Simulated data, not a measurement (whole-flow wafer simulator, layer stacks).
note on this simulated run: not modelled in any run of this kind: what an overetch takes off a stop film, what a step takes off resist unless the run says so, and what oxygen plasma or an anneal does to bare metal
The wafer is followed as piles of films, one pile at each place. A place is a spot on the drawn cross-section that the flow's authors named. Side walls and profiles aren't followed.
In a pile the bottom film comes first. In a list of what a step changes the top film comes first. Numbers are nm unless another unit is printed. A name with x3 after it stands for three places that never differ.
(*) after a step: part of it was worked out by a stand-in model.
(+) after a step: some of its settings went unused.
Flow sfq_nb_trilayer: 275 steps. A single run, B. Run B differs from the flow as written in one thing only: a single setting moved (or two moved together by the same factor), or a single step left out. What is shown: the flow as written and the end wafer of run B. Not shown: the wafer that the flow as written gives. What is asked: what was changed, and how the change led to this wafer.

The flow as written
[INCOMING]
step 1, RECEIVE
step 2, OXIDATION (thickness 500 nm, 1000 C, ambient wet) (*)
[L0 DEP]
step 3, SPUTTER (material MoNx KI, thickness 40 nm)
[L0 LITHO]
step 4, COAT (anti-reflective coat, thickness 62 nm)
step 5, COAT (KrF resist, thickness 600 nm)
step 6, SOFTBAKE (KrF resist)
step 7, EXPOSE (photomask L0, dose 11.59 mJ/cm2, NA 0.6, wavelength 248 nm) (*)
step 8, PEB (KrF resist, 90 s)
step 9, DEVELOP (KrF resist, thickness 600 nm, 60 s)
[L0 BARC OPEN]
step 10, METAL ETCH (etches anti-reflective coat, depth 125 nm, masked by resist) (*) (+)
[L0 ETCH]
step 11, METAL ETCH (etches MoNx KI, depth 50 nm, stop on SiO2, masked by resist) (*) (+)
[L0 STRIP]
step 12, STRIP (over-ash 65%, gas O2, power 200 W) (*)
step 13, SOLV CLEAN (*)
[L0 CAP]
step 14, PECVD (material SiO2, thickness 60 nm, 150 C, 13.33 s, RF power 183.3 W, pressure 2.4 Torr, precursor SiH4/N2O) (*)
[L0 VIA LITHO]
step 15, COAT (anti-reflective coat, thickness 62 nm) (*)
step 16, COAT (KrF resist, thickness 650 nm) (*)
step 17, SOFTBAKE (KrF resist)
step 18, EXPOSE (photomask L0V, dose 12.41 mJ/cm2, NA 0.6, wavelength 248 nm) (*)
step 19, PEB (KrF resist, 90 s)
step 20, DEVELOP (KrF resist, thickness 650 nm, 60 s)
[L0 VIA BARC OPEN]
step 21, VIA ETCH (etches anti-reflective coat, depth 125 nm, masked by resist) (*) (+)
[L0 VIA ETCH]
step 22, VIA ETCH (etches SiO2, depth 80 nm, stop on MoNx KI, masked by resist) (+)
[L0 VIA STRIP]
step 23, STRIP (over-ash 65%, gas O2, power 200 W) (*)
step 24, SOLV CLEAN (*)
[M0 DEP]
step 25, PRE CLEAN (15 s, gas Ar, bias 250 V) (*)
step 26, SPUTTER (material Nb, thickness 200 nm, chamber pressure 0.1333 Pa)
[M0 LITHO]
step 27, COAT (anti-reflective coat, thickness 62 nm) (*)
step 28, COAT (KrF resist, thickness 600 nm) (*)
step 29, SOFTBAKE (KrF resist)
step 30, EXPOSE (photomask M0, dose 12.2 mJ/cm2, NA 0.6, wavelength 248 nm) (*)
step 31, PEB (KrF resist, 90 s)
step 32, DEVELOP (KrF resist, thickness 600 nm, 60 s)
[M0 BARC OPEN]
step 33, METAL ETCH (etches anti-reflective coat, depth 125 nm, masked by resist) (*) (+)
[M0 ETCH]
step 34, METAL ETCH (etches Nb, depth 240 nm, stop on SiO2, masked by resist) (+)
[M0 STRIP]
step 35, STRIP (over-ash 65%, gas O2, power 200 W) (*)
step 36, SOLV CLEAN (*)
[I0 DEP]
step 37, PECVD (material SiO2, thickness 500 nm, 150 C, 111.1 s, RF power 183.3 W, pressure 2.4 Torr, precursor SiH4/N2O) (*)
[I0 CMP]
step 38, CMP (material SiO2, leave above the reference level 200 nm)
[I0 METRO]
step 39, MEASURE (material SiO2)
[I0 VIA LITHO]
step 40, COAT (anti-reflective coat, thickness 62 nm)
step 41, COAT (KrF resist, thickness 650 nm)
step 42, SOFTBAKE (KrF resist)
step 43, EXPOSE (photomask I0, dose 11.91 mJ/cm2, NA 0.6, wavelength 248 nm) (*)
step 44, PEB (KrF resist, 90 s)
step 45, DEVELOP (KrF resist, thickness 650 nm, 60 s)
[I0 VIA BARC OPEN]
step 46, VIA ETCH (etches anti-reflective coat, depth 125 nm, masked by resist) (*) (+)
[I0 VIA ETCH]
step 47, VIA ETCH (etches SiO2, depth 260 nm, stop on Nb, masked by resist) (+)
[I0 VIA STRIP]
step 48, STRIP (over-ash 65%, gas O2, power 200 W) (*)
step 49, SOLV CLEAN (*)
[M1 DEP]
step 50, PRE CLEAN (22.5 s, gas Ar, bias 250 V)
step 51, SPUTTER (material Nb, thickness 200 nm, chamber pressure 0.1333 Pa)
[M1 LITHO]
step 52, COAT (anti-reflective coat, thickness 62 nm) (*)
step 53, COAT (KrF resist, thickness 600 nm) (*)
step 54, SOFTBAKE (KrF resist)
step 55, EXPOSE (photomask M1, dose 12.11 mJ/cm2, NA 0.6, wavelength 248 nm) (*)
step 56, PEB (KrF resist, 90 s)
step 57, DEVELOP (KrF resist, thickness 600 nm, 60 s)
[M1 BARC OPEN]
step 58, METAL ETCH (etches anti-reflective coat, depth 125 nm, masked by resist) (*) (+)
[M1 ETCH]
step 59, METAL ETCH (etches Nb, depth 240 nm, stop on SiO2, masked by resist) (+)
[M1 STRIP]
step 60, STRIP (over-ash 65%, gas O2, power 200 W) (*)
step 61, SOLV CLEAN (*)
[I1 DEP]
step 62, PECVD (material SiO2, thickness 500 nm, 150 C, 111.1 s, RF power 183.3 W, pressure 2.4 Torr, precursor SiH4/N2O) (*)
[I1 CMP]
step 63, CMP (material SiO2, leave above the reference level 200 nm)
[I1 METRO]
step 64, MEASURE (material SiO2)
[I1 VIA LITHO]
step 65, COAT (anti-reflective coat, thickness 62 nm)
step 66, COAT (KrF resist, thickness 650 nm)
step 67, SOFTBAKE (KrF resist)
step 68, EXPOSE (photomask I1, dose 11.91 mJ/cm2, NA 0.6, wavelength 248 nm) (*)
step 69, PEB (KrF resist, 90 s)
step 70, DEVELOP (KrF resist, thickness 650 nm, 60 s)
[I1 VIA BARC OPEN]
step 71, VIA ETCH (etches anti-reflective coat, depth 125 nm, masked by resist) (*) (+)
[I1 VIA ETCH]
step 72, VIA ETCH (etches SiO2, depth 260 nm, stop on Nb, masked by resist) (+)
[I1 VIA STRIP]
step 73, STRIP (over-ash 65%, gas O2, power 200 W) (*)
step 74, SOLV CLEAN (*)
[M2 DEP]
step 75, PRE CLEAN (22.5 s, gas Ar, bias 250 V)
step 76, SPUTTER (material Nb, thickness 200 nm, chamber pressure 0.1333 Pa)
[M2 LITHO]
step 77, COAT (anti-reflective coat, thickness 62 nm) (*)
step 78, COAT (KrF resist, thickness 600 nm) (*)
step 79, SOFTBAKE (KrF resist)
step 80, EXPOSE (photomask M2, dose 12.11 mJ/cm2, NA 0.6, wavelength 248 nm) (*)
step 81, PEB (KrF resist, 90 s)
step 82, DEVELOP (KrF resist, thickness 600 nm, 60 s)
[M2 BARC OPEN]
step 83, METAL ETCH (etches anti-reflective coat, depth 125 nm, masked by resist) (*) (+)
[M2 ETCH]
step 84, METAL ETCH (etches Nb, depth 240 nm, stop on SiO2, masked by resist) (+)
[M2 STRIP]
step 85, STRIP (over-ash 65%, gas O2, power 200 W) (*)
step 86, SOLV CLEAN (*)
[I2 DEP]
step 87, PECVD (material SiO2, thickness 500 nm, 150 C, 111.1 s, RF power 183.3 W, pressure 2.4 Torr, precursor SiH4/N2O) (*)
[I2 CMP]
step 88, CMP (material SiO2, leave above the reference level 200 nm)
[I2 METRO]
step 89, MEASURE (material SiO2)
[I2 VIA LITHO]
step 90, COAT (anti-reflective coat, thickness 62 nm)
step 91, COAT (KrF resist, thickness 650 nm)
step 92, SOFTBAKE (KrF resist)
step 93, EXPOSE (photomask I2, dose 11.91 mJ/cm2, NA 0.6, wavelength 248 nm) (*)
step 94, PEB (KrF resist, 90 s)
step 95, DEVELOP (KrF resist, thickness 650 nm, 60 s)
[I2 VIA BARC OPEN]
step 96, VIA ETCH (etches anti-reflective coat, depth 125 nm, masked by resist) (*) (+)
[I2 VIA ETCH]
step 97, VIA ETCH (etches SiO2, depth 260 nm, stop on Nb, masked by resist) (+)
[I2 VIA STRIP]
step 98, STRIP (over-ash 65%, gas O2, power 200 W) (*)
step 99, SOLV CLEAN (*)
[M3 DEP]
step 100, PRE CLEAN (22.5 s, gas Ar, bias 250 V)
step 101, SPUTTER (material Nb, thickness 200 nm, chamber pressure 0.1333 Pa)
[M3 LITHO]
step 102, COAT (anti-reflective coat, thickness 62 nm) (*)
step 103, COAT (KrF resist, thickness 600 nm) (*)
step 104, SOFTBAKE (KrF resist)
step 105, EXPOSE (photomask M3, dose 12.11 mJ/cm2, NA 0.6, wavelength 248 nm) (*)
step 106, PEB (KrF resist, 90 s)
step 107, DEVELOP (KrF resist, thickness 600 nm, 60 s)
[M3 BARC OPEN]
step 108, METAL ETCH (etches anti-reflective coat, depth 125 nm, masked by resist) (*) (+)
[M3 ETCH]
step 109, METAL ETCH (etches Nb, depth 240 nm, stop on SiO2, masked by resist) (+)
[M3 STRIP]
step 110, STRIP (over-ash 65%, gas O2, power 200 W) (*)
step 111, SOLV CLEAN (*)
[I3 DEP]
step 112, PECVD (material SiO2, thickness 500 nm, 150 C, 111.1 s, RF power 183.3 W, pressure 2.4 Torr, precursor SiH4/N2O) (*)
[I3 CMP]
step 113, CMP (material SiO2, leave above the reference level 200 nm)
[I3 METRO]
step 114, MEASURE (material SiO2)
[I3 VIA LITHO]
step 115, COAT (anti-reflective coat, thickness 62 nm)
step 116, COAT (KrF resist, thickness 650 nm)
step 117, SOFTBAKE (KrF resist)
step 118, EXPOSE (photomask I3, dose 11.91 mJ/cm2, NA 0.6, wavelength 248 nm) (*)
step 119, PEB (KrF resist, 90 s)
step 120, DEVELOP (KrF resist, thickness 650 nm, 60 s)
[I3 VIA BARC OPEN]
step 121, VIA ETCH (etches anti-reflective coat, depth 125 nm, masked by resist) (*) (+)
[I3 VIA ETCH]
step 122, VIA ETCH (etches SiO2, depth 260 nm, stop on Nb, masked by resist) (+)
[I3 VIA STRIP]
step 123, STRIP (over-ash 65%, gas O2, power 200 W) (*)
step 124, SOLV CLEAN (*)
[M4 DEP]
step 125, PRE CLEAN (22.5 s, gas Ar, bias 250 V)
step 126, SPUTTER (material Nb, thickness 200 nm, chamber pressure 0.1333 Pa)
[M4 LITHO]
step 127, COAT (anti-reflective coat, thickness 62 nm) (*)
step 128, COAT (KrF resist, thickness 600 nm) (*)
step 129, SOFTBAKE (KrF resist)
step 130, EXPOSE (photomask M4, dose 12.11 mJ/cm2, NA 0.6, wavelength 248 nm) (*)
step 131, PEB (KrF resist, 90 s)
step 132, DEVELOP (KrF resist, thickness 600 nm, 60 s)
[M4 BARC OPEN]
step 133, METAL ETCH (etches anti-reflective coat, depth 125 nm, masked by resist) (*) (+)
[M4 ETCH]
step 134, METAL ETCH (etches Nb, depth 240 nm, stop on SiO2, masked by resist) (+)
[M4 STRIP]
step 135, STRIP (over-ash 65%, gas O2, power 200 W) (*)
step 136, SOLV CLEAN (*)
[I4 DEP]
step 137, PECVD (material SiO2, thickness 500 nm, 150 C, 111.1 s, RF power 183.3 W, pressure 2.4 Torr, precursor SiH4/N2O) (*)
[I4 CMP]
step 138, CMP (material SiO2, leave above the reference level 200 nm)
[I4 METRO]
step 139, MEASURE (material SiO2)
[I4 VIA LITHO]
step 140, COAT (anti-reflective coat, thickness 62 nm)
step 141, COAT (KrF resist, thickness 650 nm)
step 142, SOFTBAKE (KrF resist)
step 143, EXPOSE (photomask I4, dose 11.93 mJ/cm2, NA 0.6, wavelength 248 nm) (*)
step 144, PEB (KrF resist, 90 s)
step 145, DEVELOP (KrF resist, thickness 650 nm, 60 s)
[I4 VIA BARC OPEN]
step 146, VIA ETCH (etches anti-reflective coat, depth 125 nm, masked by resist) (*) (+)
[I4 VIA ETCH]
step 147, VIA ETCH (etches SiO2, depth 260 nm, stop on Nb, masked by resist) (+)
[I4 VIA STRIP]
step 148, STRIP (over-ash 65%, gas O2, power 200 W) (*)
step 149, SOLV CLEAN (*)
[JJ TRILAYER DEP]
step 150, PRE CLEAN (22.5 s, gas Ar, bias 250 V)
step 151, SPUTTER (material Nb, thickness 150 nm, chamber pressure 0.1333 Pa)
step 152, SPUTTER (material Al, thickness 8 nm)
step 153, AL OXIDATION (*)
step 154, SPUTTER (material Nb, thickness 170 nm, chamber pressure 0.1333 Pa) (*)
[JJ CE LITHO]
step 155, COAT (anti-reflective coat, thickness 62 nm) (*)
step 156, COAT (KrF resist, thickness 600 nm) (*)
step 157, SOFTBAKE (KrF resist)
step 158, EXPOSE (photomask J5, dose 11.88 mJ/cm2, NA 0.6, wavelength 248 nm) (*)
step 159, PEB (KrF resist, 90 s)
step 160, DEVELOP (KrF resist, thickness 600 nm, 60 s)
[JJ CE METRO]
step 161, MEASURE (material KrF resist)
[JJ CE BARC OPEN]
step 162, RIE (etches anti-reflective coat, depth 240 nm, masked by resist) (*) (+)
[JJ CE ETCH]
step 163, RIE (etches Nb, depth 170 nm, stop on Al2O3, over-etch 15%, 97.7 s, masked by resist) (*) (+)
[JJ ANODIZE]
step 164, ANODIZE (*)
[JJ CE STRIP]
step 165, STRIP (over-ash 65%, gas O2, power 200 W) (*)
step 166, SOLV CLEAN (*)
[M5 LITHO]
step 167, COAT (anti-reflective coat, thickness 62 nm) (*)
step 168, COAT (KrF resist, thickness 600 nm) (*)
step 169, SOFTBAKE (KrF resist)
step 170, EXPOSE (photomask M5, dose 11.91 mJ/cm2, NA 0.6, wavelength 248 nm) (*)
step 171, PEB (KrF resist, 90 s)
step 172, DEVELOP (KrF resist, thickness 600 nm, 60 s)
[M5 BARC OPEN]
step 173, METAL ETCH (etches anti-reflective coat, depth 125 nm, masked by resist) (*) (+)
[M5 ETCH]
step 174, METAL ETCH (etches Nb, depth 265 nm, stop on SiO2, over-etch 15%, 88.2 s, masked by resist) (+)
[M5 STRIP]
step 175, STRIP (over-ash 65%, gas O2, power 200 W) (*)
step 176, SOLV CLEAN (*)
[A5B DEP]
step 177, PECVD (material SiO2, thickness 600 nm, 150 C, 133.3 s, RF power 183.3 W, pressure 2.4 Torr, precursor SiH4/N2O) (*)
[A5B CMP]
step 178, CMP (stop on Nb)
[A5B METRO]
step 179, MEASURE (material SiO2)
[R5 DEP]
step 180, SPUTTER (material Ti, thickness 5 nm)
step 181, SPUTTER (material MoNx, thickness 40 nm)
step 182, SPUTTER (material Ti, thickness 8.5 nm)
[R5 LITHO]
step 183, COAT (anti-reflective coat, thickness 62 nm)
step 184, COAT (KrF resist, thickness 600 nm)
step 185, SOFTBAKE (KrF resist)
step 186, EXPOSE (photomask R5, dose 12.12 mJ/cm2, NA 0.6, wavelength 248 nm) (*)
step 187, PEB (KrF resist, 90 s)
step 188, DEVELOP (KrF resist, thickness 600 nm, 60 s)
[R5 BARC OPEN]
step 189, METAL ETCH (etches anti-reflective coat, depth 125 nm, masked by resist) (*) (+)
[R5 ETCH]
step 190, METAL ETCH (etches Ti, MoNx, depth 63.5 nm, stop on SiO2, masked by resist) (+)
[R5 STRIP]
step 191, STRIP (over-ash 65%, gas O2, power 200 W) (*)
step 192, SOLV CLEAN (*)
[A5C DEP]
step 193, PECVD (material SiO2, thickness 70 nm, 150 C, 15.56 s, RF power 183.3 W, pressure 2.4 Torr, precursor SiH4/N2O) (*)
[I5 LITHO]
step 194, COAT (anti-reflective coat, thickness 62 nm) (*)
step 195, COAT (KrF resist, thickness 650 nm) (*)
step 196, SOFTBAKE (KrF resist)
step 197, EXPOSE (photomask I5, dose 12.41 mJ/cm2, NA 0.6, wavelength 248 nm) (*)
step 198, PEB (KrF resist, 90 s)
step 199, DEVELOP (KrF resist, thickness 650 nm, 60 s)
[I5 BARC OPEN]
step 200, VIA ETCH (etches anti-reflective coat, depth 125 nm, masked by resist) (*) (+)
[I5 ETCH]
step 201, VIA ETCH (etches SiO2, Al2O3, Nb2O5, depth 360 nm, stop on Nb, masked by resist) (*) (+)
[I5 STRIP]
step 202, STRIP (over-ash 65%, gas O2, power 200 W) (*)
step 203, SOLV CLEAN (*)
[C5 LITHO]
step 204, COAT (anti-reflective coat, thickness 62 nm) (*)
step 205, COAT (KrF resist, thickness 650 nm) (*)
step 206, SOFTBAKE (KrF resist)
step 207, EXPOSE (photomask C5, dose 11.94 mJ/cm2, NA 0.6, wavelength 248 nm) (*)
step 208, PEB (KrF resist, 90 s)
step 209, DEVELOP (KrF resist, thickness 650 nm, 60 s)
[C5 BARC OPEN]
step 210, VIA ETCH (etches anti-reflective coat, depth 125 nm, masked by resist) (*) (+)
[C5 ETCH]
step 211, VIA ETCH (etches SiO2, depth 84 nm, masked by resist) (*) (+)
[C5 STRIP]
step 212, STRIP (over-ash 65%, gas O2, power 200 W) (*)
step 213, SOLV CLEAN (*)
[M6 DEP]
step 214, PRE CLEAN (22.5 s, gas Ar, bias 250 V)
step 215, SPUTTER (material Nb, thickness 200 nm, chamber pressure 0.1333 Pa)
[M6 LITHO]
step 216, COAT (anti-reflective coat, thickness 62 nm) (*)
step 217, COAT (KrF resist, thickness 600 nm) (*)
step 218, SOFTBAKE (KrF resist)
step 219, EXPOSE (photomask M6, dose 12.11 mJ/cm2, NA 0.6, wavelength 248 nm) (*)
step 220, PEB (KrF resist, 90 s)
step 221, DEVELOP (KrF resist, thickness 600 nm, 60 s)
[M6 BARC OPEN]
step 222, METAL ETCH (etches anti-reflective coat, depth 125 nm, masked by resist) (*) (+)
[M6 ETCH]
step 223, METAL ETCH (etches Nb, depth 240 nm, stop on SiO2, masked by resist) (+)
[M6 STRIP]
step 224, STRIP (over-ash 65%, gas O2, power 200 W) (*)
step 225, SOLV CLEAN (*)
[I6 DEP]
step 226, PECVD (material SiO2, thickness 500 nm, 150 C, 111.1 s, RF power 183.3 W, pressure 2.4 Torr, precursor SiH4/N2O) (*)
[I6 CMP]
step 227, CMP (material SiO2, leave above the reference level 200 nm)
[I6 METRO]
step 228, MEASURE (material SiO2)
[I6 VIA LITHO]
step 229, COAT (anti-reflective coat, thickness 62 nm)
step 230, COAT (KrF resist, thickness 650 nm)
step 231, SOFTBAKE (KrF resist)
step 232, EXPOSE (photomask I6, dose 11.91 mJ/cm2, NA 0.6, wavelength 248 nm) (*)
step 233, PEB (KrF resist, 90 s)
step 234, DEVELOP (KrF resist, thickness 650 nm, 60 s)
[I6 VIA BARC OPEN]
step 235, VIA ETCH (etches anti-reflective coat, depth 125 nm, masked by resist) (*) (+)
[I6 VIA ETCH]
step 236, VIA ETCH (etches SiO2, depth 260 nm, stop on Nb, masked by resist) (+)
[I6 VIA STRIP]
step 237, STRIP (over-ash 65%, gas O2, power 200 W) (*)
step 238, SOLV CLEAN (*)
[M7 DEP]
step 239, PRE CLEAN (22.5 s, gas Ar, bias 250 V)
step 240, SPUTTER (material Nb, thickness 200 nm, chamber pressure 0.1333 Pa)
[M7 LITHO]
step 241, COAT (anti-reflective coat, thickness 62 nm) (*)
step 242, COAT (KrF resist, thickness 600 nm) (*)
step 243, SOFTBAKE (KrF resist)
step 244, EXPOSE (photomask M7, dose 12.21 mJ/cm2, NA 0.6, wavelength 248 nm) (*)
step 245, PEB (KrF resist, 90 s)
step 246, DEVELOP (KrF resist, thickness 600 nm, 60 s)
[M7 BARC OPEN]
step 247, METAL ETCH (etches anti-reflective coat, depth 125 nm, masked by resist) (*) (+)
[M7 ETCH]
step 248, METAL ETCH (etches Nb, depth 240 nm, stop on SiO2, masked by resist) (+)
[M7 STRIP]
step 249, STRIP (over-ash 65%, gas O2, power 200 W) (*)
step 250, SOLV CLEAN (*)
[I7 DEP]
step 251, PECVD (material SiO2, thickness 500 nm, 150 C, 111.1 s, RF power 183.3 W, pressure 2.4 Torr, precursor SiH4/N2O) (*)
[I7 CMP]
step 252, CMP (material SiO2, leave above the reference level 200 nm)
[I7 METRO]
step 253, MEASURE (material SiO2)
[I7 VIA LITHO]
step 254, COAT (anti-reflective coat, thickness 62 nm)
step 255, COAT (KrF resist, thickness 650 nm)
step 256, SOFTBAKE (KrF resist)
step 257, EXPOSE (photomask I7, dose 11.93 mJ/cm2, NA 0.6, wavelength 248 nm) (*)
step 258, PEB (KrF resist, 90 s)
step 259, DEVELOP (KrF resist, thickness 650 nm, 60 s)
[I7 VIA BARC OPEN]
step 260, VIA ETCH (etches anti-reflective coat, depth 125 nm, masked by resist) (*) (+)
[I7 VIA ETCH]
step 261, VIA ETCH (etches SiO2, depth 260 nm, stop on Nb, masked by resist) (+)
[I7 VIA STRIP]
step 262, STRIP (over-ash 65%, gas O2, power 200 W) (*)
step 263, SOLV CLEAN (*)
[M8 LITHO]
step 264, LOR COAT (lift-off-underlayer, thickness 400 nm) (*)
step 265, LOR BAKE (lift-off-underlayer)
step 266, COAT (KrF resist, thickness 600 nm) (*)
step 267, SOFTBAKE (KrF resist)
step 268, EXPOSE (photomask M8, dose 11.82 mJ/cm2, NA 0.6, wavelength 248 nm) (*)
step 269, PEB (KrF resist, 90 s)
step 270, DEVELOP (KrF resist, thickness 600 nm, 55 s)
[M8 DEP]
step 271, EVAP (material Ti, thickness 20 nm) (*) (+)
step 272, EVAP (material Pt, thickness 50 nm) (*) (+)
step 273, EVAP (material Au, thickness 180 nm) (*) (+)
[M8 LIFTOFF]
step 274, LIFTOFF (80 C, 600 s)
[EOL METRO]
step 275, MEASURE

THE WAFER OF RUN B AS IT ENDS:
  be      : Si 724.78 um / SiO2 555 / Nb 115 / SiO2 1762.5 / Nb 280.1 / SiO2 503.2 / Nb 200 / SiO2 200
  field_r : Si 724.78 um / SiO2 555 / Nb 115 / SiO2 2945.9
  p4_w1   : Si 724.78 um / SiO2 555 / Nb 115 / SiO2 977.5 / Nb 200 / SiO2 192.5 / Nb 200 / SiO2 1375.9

What caused this: step 26, SPUTTER: thickness 115 nm was run, whereas the flow has thickness 200 nm.
One can read it off the wafer: be has Nb 115, and step 26 as written asks for 200 nm.

The path from the change to this, step by step:
  step 26, SPUTTER (material Nb, thickness 200 nm, chamber pressure 0.1333 Pa)
      field_l, via_wl, via_w and 100 more: Nb gains 115 (new film) (it would be, as written: Nb gains 200 (new film))
      v_sur: Nb gains 111 (new film) (it would be, as written: Nb gains 200 (new film))
      (and at 2 other places as well)
  step 27, COAT (anti-reflective coat, thickness 62 nm) (*)
      v_sur: anti-reflective coat gains 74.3 (new film) (it would be, as written: anti-reflective coat gains 72.3 (new film))
  step 34, METAL ETCH (etches Nb, depth 240 nm, stop on SiO2, masked by resist) (+)
      field_l, v_sur, via_wl and 100 more: KrF resist loses 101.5 (it would be, as written: KrF resist loses 141.2)
      moat, m0r_space_l x2: Nb loses 115 (all of it) (it would be, as written: Nb loses 200 (all of it))
  step 35, STRIP (over-ash 65%, gas O2, power 200 W) (*)
      p4_fl, p4_fm, p4_w1 and 68 more: KrF resist loses 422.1 (all of it), anti-reflective coat loses 62 (all of it) (it would be, as written: KrF resist loses 382.4 (all of it), anti-reflective coat loses 62 (all of it))
      ce_r, sp_r, be_r, r_sur: KrF resist loses 428.6 (all of it), anti-reflective coat loses 63.6 (all of it) (it would be, as written: KrF resist loses 389 (all of it), anti-reflective coat loses 63.6 (all of it))
      (and at 28 other places as well)
  step 37, PECVD (material SiO2, thickness 500 nm, 150 C, 111.1 s, RF power 183.3 W, pressure 2.4 Torr, precursor SiH4/N2O) (*)
      moat, m0r_space_l x2: SiO2 gains 500 (it would be, as written: SiO2 gains 557.1)
  step 38, CMP (material SiO2, leave above the reference level 200 nm)
      moat, m0r_space_l x2: SiO2 loses 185 (it would be, as written: SiO2 loses 157.1)
